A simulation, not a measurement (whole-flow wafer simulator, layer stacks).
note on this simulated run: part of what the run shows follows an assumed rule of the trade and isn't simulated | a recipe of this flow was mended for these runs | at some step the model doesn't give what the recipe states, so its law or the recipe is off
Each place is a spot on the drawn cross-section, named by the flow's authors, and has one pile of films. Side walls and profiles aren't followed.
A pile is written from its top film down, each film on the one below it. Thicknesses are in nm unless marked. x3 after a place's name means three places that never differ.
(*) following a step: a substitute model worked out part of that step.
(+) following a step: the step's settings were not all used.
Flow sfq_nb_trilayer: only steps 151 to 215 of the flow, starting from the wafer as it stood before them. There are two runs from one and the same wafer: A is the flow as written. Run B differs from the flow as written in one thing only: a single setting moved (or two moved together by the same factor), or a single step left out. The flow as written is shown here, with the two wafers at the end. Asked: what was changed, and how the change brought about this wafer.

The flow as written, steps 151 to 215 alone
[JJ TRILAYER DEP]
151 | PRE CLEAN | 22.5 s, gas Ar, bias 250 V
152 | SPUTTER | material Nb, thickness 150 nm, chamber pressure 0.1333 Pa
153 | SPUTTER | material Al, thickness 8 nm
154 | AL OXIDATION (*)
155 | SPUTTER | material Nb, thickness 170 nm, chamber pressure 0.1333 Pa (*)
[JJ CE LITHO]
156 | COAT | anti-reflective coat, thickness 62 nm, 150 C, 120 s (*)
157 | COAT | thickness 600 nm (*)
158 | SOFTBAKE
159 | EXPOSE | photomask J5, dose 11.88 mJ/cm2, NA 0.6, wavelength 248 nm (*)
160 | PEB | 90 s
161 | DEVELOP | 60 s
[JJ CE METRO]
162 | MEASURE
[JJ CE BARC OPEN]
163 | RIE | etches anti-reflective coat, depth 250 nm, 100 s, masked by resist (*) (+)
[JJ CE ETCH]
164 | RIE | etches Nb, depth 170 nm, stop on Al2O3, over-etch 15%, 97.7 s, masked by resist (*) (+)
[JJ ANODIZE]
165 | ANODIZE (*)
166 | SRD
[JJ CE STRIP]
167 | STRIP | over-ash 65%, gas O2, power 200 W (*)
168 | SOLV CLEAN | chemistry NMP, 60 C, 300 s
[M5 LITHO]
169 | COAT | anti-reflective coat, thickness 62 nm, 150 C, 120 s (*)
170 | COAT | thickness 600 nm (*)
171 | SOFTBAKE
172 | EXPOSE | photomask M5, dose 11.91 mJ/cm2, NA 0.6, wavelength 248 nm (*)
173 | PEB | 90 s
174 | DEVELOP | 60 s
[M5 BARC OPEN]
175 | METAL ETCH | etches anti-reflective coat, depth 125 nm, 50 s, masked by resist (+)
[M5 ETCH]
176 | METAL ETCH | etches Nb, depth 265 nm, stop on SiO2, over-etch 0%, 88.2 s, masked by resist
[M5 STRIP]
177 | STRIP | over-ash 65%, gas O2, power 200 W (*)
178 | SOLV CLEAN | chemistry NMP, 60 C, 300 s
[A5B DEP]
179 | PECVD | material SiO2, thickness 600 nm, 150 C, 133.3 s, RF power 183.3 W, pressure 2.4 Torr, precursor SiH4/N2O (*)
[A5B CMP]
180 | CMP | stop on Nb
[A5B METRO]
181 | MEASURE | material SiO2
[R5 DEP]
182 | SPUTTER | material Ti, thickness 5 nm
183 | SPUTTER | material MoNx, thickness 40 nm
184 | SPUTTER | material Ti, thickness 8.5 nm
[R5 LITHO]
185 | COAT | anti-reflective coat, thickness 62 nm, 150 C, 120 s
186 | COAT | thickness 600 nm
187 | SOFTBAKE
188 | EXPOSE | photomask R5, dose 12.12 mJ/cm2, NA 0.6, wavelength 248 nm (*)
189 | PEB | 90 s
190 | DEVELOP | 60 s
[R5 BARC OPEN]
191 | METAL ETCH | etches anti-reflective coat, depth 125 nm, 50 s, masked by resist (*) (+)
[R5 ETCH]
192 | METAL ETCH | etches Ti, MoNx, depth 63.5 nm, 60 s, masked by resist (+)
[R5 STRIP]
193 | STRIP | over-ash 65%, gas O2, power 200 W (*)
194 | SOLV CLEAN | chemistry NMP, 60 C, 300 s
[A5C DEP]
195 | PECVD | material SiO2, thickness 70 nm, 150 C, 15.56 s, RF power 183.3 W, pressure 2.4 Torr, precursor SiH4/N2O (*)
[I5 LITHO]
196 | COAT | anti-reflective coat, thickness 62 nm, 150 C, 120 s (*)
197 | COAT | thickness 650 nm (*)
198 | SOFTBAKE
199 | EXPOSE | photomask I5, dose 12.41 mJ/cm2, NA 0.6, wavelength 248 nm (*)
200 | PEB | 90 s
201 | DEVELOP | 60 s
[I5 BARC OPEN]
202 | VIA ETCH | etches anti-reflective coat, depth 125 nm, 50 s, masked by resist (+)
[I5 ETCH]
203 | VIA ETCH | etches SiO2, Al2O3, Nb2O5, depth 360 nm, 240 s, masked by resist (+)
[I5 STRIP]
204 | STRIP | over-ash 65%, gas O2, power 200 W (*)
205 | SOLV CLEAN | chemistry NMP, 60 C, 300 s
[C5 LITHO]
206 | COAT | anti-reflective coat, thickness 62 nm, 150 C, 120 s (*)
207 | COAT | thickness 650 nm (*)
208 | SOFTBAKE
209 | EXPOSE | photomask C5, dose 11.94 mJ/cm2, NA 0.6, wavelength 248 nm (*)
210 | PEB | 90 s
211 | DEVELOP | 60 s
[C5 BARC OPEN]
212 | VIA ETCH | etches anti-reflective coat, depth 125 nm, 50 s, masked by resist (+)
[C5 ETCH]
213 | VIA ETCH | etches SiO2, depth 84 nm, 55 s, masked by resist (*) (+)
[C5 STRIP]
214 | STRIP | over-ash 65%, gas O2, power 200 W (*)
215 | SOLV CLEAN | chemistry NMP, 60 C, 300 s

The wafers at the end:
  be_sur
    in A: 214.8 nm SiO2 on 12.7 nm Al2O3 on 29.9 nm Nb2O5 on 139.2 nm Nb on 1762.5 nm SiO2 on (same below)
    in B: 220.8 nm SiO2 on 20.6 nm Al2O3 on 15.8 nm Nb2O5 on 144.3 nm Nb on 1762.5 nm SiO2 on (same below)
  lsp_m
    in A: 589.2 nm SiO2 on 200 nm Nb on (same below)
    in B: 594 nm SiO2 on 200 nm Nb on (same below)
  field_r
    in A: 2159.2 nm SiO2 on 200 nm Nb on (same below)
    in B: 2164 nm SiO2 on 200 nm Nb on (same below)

Cause: step 153, SPUTTER: thickness 12.8 nm was run, while the flow as written has thickness 8 nm.

The path from the change to this, step by step:
  153 | SPUTTER | material Al, thickness 8 nm
      field_l, v_sur, via_sp and 100 more: A +8 Al (new film) | B +12.8 Al (new film)
      via_wl, via_wr: A +5.13 Al (new film) | B +8.21 Al (new film)
      (as well as at 1 more place)
  156 | COAT | anti-reflective coat, thickness 62 nm, 150 C, 120 s (*)
      via_wl, via_wr: A +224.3 anti-reflective coat (new film) | B +229.1 anti-reflective coat (new film)
  163 | RIE | etches anti-reflective coat, depth 250 nm, 100 s, masked by resist (*) (+)
      via_wl, via_wr: A -224.3 anti-reflective coat (all of it) | B -229.1 anti-reflective coat (all of it)
  165 | ANODIZE (*)
      field_l, v_sur, via_sp and 96 more: A +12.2 Al2O3, +29.9 Nb2O5 (new film), -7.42 Al (all of it), -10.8 Nb | B +20.2 Al2O3, +15.8 Nb2O5 (new film), -12.2 Al (all of it), -5.68 Nb
      via_wl, via_wr: A +7.51 Al2O3 (new film), +39.2 Nb2O5 (new film), -4.55 Al (all of it), -14.1 Nb | B +12.6 Al2O3 (new film), +30.1 Nb2O5 (new film), -7.63 Al (all of it), -10.8 Nb
      (as well as at 1 more place)
  169 | COAT | anti-reflective coat, thickness 62 nm, 150 C, 120 s (*)
      jj_sur: A +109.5 anti-reflective coat (new film) | B +111.8 anti-reflective coat (new film)
      ce_r: A +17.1 anti-reflective coat (new film) | B +15.6 anti-reflective coat (new film)
      (as well as at 2 more places)
  175 | METAL ETCH | etches anti-reflective coat, depth 125 nm, 50 s, masked by resist (+)
      wl_a_sl: A -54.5 anti-reflective coat (all of it), -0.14 Al2O3 | B -53.3 anti-reflective coat (all of it), -0.14 Al2O3
  176 | METAL ETCH | etches Nb, depth 265 nm, stop on SiO2, over-etch 0%, 88.2 s, masked by resist
      field_l, res, r_end and 47 more: A -12.6 Al2O3 (all of it), -29.9 Nb2O5 (all of it), -139.2 Nb (all of it), -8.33 SiO2 | B -20.5 Al2O3 (all of it), -15.8 Nb2O5 (all of it), -144.3 Nb (all of it), -8.44 SiO2
      r_sur, wl_a_sl, wl_a_m6: A -12.5 Al2O3 (all of it), -29.9 Nb2O5 (all of it), -139.2 Nb (all of it), -8.33 SiO2 | B -20.5 Al2O3 (all of it), -15.8 Nb2O5 (all of it), -144.3 Nb (all of it), -8.44 SiO2
  177 | STRIP | over-ash 65%, gas O2, power 200 W (*)
      jj_sur: A -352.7 KrF-resist-other-grade (all of it), -109.5 anti-reflective coat (all of it) | B -351.9 KrF-resist-other-grade (all of it), -111.8 anti-reflective coat (all of it)
      ce_r: A -307.4 KrF-resist-other-grade (all of it), -17.1 anti-reflective coat (all of it) | B -304.9 KrF-resist-other-grade (all of it), -15.6 anti-reflective coat (all of it)
      (as well as at 1 more place)
  180 | CMP | stop on Nb
      via_wl, via_wr: A -230 SiO2 | B -224.5 SiO2
      via_w: A -229.6 SiO2 | B -223.8 SiO2
  203 | VIA ETCH | etches SiO2, Al2O3, Nb2O5, depth 360 nm, 240 s, masked by resist (+)
      be: A -214.5 SiO2 (all of it), -12.7 Al2O3 (all of it), -29.9 Nb2O5 (all of it), -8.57 Nb | B -220.5 SiO2 (all of it), -20.6 Al2O3 (all of it), -15.8 Nb2O5 (all of it), -8.59 Nb
